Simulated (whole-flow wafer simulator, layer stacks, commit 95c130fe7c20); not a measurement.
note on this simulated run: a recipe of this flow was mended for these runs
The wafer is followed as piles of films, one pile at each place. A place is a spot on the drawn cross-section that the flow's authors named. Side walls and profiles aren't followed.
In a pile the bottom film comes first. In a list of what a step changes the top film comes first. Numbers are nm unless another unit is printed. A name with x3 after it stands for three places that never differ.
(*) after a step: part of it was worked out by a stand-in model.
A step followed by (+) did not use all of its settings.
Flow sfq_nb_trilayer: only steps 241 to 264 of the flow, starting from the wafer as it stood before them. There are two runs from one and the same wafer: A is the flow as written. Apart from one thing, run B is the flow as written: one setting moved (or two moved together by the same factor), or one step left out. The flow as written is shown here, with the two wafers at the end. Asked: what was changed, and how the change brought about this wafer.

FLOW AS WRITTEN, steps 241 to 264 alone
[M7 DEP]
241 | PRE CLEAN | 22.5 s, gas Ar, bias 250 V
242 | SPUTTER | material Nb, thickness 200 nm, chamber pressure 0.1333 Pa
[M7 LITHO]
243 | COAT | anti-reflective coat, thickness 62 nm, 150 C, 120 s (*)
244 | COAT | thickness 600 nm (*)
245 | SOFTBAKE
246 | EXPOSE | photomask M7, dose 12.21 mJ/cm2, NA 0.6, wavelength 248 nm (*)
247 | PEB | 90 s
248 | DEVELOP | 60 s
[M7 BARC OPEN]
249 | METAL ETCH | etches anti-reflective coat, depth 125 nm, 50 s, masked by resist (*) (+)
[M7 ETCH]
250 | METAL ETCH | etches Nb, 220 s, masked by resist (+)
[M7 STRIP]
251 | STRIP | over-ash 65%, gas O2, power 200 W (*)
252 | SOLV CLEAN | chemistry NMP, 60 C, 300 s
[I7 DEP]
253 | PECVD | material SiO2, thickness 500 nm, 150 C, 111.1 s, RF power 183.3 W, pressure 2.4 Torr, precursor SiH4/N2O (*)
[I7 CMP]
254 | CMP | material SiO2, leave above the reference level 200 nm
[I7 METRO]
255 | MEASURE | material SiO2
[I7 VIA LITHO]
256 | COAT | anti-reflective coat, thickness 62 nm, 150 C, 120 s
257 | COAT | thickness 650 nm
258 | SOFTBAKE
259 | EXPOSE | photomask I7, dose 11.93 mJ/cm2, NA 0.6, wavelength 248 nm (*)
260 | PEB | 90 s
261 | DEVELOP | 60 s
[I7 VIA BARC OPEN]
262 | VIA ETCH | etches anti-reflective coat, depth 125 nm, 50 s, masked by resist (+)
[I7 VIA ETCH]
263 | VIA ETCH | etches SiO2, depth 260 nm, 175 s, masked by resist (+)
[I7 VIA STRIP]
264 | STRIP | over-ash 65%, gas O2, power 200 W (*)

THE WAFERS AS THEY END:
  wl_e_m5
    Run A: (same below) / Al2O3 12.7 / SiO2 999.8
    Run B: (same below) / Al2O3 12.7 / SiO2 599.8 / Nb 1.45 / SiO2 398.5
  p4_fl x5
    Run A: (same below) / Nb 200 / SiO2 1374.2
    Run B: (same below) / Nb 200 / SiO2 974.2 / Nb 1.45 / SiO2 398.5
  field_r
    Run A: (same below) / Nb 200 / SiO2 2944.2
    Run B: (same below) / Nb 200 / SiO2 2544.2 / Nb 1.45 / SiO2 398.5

Cause: step 250, METAL ETCH: 182 s was run, whereas the flow has 220 s.

Step by step, how the change led to this:
  250 | METAL ETCH | etches Nb, 220 s, masked by resist (+)
      field_l, field_r, lsp_l and 62 more: A -200 Nb (all of it), -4 SiO2 | B -198.5 Nb
      v_sur, via_wl, via_w and 38 more: A -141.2 KrF-resist-other-grade | B -116.8 KrF-resist-other-grade
  251 | STRIP | over-ash 65%, gas O2, power 200 W (*)
      wl_j_sl x2, wl_jj, wl_a_sl x3 and 11 more: A -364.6 KrF-resist-other-grade (all of it), -62 anti-reflective coat (all of it) | B -389 KrF-resist-other-grade (all of it), -62 anti-reflective coat (all of it)
      ln_m5, lsp_m, ln_m6, lsp_r: A -364 KrF-resist-other-grade (all of it), -62.3 anti-reflective coat (all of it) | B -388.4 KrF-resist-other-grade (all of it), -62.3 anti-reflective coat (all of it)
      (also at 20 further places)
  253 | PECVD | material SiO2, thickness 500 nm, 150 C, 111.1 s, RF power 183.3 W, pressure 2.4 Torr, precursor SiH4/N2O (*)
      field_l, p4_fl x5, p4_w1 x9 and 44 more: A +500 SiO2 | B +500 SiO2 (new film)
      field_r, lsp_l: A +477.2 SiO2 | B +477.8 SiO2 (new film)
      (also at 4 further places)
  254 | CMP | material SiO2, leave above the reference level 200 nm
      field_l, p4_fl x5, p4_w1 x9 and 44 more: A -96 SiO2 | B -101.5 SiO2
      field_r, lsp_l: A -73.2 SiO2 | B -79.3 SiO2
      (also at 2 further places)
If metal films that touch count as one body, wl_e_m5 has 7 bodies (between them, from the top down: SiO2 599.8 / Al2O3 12.7 / Nb2O5 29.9; SiO2 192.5; SiO2 192.5; SiO2 192.5; SiO2 192.5; SiO2 192.5); the flow as written gives 6 bodies (between them, from the top down: SiO2 192.5; SiO2 192.5; SiO2 192.5; SiO2 192.5; SiO2 192.5).
If metal films that touch count as one body, p4_fl x5 has 3 bodies (between them, from the top down: SiO2 974.2; SiO2 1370); the flow as written gives 2 bodies (between them, from the top down: SiO2 1370).
If metal films that touch count as one body, field_r has 2 bodies (between them, from the top down: SiO2 2544.2); the flow as written gives 1 body.
